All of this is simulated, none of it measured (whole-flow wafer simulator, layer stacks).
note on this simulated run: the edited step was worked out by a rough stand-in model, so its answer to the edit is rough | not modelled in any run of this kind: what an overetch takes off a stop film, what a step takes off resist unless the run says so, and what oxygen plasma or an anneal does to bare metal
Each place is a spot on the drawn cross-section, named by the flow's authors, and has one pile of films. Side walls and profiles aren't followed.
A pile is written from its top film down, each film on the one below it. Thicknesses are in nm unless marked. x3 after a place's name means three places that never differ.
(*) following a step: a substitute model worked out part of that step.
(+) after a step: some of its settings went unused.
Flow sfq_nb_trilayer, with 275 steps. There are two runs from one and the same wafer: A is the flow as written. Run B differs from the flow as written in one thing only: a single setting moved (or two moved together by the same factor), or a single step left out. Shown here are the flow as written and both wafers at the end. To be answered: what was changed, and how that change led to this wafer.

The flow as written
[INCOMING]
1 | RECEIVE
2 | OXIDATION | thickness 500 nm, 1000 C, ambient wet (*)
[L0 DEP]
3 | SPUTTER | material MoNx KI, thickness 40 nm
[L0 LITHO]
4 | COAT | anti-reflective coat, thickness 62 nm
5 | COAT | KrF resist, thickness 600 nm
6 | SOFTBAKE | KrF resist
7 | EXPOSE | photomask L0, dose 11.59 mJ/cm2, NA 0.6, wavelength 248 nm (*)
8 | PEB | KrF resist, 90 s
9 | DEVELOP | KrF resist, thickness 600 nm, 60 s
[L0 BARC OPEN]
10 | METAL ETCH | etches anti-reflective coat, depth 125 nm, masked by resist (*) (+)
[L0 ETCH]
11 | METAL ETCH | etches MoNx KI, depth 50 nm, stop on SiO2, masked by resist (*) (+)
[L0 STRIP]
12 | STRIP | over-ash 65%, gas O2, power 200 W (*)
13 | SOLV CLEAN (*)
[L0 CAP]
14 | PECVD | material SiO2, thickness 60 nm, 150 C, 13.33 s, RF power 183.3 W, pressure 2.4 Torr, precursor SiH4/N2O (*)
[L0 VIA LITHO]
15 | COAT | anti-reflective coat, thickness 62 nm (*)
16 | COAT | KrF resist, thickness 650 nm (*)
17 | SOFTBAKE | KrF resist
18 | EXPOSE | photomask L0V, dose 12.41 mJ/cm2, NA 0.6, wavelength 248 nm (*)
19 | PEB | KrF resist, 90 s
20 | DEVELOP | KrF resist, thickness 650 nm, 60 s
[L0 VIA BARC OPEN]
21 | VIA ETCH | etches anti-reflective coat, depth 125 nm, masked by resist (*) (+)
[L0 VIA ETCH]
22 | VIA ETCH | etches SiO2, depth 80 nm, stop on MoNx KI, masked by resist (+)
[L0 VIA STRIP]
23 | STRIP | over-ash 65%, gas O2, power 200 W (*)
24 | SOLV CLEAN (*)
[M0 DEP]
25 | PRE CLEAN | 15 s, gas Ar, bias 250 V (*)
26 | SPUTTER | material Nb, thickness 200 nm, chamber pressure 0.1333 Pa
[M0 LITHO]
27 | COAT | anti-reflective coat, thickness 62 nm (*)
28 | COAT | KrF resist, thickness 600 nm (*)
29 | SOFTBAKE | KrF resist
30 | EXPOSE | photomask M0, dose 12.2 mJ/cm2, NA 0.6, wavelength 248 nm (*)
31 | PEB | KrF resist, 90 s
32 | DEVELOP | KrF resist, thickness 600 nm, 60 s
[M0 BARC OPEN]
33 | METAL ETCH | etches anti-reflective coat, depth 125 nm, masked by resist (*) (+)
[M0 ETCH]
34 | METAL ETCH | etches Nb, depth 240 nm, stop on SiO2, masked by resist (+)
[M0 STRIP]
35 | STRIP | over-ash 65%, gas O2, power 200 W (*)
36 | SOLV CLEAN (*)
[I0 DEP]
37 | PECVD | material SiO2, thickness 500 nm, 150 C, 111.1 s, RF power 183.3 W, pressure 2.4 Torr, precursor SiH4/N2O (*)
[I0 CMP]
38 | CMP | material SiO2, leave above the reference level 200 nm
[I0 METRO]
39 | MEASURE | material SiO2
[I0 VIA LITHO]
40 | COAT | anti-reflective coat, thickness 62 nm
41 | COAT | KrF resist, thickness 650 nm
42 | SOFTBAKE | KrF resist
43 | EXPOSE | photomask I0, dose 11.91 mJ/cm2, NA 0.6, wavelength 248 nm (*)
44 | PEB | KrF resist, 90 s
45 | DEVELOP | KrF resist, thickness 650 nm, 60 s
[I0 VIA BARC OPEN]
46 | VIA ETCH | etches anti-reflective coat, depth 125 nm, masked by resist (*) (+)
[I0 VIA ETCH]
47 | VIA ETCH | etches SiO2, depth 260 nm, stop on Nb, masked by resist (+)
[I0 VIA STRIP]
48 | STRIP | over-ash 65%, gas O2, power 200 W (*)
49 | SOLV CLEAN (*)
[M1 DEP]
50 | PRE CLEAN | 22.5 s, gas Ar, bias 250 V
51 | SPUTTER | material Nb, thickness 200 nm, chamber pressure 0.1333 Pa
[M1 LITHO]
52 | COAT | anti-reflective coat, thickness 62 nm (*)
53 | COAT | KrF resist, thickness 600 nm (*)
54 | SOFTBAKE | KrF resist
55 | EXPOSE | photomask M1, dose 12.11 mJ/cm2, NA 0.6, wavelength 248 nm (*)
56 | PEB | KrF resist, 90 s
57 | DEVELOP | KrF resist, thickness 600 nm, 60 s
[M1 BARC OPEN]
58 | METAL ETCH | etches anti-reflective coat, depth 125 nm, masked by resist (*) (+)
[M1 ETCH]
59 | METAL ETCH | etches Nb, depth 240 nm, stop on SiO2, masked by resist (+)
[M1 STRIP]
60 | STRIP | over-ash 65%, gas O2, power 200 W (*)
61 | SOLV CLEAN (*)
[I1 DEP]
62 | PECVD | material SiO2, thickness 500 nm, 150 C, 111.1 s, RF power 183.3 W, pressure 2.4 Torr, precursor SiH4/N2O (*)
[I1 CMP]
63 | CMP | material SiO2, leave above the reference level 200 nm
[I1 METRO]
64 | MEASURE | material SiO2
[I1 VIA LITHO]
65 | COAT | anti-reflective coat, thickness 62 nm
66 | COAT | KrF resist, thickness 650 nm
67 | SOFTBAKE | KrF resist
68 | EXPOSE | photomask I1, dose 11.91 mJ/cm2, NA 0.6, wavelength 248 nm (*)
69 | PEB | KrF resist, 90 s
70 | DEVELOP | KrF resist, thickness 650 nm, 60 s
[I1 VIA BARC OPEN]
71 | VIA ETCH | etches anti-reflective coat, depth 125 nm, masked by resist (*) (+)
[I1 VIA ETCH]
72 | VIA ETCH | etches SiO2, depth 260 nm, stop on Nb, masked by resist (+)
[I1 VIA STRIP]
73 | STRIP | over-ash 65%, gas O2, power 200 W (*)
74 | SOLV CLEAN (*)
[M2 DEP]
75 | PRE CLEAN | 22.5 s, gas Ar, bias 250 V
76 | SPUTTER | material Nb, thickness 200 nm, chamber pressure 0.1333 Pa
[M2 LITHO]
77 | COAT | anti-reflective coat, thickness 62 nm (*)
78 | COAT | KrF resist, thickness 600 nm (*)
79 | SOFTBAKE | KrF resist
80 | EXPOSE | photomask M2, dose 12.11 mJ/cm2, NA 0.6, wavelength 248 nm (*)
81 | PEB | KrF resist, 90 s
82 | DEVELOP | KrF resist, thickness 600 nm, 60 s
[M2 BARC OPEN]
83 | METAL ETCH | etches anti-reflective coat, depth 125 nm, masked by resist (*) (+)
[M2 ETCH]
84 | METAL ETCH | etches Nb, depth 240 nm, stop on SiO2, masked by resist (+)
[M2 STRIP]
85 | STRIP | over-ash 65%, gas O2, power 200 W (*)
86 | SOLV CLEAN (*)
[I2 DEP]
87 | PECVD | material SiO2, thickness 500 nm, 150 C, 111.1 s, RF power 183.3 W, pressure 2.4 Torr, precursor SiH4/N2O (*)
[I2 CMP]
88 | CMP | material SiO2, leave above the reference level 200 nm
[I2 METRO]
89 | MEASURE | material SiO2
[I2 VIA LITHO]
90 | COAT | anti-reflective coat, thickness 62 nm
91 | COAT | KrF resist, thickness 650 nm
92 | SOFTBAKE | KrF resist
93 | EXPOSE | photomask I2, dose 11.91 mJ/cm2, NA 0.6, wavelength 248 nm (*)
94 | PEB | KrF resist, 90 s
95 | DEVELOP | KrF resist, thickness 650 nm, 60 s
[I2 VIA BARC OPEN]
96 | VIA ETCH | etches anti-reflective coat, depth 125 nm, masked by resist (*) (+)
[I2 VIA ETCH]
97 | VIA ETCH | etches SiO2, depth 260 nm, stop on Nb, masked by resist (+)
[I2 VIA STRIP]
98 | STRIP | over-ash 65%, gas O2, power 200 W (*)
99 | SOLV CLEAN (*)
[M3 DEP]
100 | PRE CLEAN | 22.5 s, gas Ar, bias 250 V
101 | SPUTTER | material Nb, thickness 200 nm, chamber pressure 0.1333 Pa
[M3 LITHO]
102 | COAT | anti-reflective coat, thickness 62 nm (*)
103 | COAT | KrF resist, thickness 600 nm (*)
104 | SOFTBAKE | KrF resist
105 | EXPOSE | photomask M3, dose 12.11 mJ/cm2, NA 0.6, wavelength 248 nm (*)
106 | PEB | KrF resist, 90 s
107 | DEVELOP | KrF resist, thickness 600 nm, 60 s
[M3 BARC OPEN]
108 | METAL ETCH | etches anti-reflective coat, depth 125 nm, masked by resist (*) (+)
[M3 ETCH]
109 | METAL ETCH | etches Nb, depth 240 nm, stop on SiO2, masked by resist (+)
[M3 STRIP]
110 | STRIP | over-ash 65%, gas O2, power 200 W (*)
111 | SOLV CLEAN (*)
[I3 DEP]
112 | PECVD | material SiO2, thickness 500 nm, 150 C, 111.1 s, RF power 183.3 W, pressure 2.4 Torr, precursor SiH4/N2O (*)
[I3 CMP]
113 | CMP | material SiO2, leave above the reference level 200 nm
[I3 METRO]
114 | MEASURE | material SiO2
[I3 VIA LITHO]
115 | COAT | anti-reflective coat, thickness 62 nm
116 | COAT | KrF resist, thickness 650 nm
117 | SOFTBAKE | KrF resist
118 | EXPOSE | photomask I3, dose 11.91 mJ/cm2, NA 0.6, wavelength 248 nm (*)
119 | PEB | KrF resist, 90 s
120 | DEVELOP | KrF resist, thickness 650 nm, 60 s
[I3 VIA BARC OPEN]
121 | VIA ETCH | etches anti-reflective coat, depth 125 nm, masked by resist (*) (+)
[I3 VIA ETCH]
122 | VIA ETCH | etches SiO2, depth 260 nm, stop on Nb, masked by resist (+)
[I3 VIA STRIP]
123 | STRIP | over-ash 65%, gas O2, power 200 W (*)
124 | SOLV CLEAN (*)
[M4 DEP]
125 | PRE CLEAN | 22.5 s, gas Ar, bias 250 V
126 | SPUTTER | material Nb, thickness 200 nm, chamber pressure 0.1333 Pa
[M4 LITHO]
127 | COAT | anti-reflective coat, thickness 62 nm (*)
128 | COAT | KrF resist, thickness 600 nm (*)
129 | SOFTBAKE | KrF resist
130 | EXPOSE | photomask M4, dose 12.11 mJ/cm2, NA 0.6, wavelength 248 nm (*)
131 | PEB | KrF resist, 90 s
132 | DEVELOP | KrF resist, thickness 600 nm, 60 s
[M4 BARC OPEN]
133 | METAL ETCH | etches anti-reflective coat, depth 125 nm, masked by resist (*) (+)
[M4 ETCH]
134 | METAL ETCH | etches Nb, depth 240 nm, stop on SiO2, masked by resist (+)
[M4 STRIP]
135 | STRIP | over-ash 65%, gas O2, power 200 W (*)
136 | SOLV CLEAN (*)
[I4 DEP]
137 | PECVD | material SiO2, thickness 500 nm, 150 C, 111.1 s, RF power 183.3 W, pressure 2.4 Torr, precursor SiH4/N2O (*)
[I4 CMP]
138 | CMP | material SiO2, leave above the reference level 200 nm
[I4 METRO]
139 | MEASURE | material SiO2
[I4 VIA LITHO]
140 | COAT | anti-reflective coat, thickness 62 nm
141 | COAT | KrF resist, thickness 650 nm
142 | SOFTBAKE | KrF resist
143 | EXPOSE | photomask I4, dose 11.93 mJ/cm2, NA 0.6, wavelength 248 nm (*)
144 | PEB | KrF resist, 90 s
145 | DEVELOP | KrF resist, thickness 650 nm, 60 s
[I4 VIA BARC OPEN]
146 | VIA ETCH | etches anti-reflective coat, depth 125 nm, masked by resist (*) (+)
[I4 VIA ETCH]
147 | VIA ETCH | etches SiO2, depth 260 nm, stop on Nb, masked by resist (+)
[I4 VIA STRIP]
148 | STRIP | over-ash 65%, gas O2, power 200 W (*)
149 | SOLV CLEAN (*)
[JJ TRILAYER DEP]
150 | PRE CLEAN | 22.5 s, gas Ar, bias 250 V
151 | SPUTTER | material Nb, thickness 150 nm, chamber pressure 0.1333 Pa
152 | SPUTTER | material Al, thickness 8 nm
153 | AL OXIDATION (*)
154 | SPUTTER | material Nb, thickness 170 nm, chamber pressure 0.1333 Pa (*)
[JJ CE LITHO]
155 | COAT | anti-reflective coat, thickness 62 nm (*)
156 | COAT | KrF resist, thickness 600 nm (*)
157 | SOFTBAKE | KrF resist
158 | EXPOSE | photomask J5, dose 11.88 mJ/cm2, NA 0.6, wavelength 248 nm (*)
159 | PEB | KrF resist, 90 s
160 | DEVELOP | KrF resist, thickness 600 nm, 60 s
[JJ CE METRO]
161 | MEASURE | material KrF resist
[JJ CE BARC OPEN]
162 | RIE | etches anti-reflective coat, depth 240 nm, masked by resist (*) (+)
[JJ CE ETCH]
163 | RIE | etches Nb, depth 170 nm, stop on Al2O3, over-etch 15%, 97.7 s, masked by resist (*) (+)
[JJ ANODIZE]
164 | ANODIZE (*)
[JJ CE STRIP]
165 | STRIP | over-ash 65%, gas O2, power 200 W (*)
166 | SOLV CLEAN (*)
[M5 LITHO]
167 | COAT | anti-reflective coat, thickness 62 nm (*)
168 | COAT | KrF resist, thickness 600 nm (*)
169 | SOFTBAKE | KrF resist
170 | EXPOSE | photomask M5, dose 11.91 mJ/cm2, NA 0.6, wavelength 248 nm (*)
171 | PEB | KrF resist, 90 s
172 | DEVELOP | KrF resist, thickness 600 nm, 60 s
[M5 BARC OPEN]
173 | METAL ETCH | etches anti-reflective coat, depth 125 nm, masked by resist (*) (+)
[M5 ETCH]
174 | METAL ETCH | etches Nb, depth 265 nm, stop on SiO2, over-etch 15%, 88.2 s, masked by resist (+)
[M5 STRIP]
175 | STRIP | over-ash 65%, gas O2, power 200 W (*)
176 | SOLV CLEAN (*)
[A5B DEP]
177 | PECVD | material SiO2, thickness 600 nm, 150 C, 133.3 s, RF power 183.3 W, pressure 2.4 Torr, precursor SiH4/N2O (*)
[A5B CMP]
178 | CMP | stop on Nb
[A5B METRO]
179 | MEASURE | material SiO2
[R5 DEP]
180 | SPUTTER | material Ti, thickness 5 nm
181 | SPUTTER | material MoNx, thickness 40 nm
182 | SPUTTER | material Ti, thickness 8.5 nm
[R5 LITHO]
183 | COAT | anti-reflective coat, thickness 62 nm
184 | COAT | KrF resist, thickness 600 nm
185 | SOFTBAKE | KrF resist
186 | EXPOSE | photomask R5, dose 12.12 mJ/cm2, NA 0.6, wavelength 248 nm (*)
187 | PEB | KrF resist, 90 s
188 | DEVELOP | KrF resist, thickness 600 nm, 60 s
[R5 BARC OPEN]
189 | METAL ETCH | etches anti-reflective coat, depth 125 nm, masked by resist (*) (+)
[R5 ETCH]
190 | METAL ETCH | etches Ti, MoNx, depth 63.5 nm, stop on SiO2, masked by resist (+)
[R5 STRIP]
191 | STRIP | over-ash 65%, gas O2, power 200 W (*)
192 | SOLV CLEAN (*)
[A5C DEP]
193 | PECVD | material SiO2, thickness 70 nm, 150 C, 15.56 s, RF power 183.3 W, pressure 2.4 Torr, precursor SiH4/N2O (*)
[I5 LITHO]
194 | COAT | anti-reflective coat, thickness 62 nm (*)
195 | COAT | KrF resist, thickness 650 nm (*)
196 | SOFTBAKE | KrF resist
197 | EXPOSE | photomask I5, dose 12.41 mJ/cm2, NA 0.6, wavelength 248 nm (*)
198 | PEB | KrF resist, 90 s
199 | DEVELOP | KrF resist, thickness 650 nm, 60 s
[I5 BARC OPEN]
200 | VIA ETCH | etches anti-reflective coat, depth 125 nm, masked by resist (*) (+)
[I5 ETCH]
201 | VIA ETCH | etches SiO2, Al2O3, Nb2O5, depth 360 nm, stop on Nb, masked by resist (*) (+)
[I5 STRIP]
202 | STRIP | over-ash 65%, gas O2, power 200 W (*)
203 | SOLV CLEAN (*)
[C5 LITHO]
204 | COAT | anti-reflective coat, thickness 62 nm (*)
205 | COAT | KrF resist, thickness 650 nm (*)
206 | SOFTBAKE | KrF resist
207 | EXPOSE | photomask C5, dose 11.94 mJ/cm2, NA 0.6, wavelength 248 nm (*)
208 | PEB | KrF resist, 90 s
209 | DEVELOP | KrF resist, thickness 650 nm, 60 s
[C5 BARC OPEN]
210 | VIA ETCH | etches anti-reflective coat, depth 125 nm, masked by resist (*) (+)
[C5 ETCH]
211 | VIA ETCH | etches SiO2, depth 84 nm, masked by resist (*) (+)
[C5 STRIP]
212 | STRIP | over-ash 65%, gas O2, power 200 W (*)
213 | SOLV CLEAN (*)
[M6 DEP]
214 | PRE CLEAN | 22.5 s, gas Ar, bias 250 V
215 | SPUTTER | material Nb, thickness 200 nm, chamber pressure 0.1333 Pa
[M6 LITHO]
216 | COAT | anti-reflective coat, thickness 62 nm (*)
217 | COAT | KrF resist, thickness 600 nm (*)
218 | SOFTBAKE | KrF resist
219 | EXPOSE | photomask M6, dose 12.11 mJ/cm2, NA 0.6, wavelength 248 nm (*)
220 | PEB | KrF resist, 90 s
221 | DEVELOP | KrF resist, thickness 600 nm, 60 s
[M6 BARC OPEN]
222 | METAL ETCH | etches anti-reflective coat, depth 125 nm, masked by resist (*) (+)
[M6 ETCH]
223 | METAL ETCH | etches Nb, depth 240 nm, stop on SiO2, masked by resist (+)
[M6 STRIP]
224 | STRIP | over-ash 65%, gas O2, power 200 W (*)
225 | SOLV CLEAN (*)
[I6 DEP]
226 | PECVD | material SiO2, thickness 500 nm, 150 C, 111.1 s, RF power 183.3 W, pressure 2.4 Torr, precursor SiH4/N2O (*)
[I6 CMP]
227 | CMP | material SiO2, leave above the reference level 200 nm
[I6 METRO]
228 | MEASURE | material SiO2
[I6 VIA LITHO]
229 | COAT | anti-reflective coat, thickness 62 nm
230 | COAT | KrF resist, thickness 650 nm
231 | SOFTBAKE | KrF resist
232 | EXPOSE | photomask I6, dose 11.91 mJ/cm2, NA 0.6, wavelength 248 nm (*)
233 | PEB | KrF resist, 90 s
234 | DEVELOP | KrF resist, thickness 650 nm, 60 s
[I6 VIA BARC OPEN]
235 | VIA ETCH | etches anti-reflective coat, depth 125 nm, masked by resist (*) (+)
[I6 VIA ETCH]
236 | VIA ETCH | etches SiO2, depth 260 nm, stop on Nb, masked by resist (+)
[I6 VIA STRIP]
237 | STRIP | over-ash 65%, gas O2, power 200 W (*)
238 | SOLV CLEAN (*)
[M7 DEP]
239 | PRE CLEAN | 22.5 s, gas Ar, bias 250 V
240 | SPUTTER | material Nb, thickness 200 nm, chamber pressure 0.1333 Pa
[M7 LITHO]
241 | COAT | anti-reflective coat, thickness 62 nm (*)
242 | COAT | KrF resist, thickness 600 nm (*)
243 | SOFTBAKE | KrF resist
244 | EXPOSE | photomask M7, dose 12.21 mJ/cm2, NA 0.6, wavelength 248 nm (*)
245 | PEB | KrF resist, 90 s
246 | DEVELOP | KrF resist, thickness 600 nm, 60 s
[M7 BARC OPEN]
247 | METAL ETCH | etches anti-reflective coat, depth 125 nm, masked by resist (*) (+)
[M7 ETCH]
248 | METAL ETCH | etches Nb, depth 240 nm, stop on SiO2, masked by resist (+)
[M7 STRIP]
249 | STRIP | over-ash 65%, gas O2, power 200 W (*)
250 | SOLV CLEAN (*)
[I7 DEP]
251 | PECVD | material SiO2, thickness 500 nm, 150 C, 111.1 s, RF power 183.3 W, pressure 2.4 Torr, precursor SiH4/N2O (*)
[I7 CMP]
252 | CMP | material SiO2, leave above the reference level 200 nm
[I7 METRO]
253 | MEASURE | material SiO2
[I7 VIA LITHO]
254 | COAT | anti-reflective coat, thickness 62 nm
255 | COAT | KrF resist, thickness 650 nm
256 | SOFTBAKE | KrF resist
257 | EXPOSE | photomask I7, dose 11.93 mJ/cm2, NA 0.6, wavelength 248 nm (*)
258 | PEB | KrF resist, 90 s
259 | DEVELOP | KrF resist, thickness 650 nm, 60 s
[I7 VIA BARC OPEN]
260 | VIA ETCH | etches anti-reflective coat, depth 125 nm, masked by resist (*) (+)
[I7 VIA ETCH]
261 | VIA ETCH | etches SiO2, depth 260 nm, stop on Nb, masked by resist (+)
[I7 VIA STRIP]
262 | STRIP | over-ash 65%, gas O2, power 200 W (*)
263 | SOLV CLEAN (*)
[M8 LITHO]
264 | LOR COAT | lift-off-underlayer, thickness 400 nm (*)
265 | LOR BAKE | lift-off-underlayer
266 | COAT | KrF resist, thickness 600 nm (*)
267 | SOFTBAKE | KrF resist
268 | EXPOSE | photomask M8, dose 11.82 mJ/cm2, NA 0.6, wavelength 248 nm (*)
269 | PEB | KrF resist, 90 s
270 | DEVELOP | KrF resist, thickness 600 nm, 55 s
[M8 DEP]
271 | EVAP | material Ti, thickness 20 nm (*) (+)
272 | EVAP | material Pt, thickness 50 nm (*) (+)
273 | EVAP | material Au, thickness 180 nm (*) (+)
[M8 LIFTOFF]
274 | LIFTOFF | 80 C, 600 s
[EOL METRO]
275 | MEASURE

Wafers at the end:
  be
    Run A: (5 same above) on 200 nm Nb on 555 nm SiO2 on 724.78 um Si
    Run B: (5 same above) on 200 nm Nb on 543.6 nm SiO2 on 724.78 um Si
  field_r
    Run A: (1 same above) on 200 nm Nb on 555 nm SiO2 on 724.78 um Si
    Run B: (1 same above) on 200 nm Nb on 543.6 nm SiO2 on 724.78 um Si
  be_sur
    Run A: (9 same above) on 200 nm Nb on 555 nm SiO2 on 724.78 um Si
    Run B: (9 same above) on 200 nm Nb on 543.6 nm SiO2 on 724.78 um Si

What caused this: step 14, PECVD: thickness 48.6 nm was run, while the flow as written has thickness 60 nm; step 14, PECVD: 10.8 s was run, where the flow has 13.33 s.

Step by step, how the change led to this:
  14 | PECVD | material SiO2, thickness 60 nm, 150 C, 13.33 s, RF power 183.3 W, pressure 2.4 Torr, precursor SiH4/N2O (*)
      v_sur, via_wl, via_w and 97 more: A SiO2 gains 60 | B SiO2 gains 48.6
      field_l, l0_sur, l0v, l0r_line_l, l0r_line_c, l0r_line_r: A SiO2 gains 60 (new film) | B SiO2 gains 48.6 (new film)
  22 | VIA ETCH | etches SiO2, depth 80 nm, stop on MoNx KI, masked by resist (+)
      field_l, v_sur, via_wl and 102 more: A KrF resist loses 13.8 | B KrF resist loses 12.5
      l0v: A SiO2 loses 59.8 (all of it) | B SiO2 loses 48.4 (all of it)
  27 | COAT | anti-reflective coat, thickness 62 nm (*)
      l0_sur: A anti-reflective coat gains 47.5 (new film) | B anti-reflective coat gains 48.8 (new film)
      l0v: A anti-reflective coat gains 78 (new film) | B anti-reflective coat gains 74.5 (new film)
  35 | STRIP | over-ash 65%, gas O2, power 200 W (*)
      l0_sur: A KrF resist loses 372 (all of it), anti-reflective coat loses 47.5 (all of it) | B KrF resist loses 372.7 (all of it), anti-reflective coat loses 48.8 (all of it)
      l0v: A KrF resist loses 405.3 (all of it), anti-reflective coat loses 78 (all of it) | B KrF resist loses 398.1 (all of it), anti-reflective coat loses 74.5 (all of it)
  38 | CMP | material SiO2, leave above the reference level 200 nm
      l0v: A SiO2 loses 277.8 | B SiO2 loses 291.1
